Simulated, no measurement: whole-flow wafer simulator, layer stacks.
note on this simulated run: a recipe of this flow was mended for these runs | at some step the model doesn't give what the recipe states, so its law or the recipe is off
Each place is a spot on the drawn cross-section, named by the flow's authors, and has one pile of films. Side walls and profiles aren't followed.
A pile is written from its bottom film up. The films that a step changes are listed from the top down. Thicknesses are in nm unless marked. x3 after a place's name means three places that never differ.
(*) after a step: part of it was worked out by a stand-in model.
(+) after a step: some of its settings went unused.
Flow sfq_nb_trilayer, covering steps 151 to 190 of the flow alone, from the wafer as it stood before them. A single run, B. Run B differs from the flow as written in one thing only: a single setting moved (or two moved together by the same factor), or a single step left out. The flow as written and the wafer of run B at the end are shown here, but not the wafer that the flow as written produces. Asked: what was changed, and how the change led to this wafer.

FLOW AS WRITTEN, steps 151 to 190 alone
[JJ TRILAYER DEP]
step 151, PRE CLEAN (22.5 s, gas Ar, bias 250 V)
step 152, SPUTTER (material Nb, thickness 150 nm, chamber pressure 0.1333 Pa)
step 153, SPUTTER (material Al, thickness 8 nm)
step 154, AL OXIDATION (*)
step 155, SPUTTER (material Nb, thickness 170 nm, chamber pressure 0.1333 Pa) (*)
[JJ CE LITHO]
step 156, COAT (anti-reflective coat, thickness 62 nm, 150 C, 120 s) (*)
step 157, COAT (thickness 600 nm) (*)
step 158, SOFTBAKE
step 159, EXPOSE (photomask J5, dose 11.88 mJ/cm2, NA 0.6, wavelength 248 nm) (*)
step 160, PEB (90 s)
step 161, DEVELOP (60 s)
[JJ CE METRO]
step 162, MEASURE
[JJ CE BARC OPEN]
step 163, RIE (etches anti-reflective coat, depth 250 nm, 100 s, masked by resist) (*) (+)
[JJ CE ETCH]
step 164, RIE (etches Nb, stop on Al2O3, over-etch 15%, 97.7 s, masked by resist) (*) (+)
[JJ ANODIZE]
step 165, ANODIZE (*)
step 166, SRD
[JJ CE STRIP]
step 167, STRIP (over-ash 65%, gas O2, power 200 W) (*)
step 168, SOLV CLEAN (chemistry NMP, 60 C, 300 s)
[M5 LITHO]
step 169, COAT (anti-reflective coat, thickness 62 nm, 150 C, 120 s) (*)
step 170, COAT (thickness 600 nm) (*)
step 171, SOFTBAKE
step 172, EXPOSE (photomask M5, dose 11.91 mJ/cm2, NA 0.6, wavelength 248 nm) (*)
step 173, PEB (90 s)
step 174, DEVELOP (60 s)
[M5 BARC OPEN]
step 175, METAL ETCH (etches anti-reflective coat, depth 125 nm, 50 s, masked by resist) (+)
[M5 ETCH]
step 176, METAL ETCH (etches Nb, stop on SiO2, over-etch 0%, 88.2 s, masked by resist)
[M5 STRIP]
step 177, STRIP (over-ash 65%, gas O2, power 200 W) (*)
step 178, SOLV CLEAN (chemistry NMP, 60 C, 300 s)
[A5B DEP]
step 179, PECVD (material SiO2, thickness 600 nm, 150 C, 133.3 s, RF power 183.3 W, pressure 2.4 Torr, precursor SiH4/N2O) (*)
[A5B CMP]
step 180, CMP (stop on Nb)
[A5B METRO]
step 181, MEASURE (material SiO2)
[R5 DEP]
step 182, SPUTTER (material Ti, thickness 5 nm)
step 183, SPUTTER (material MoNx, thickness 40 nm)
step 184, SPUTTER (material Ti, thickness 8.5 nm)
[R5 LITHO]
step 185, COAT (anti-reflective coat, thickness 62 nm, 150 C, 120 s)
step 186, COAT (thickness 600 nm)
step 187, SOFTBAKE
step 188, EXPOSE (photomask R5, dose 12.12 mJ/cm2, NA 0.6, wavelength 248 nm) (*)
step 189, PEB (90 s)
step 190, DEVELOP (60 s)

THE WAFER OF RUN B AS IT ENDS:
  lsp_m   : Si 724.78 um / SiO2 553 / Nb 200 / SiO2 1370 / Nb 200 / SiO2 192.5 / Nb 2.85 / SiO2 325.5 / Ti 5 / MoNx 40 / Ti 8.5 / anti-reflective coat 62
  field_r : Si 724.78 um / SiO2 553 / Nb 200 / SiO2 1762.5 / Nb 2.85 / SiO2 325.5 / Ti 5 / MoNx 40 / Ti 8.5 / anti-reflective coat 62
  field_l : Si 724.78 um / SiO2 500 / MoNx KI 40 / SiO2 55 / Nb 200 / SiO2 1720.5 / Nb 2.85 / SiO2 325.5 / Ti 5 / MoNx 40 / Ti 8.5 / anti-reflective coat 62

Cause: step 176, METAL ETCH: 59.54 s was run, whereas the flow has 88.2 s.

The path from the change to this, step by step:
  step 176, METAL ETCH (etches Nb, stop on SiO2, over-etch 0%, 88.2 s, masked by resist)
      field_l, res, r_end and 47 more: Al2O3 loses 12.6 (all of it), Nb2O5 loses 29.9 (all of it), Nb loses 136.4 (it would be, as written: Al2O3 loses 12.6 (all of it), Nb2O5 loses 29.9 (all of it), Nb loses 139.2 (all of it), SiO2 loses 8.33)
      r_sur, wl_a_sl, wl_a_m6: Al2O3 loses 12.5 (all of it), Nb2O5 loses 29.9 (all of it), Nb loses 136.4 (it would be, as written: Al2O3 loses 12.5 (all of it), Nb2O5 loses 29.9 (all of it), Nb loses 139.2 (all of it), SiO2 loses 8.33)
      (as well as at 53 more places)
  step 177, STRIP (over-ash 65%, gas O2, power 200 W) (*)
      l0r_line_l x3, l0r_space_c x22, m0r_space_l x2, r5r_line_l x3: KrF-resist-other-grade loses 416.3 (all of it), anti-reflective coat loses 62 (all of it) (it would be, as written: KrF-resist-other-grade loses 373.3 (all of it), anti-reflective coat loses 62 (all of it))
      v_sur: KrF-resist-other-grade loses 409.5 (all of it), anti-reflective coat loses 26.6 (all of it) (it would be, as written: KrF-resist-other-grade loses 366.5 (all of it), anti-reflective coat loses 26.6 (all of it))
      (as well as at 22 more places)
  step 179, PECVD (material SiO2, thickness 600 nm, 150 C, 133.3 s, RF power 183.3 W, pressure 2.4 Torr, precursor SiH4/N2O) (*)
      field_l, lsp_m, ln_m6 and 44 more: SiO2 gains 600 (new film) (it would be, as written: SiO2 gains 600)
      r_sur, res, r_end, moat, field_r, lsp_l: SiO2 gains 593.5 (new film) (it would be, as written: SiO2 gains 593.1)
  step 180, CMP (stop on Nb)
      field_l, lsp_m, ln_m6 and 44 more: SiO2 loses 274.5 (it would be, as written: SiO2 loses 263.3)
      res, r_end, moat, field_r, lsp_l: SiO2 loses 268 (it would be, as written: SiO2 loses 256.4)
      (as well as at 1 more place)
If metal films that touch count as one body, lsp_m has 4 bodies (between them, from the top down: SiO2 325.5; SiO2 192.5; SiO2 1370); the flow as written gives 3 bodies (between them, from the top down: SiO2 520.9; SiO2 1370).
If metal films that touch count as one body, field_r has 3 bodies (between them, from the top down: SiO2 325.5; SiO2 1762.5); the flow as written gives 2 bodies (between them, from the top down: SiO2 2090.9).
If metal films that touch count as one body, field_l has 4 bodies (between them, from the top down: SiO2 325.5; SiO2 1720.5; SiO2 55); the flow as written gives 3 bodies (between them, from the top down: SiO2 2048.9; SiO2 55).
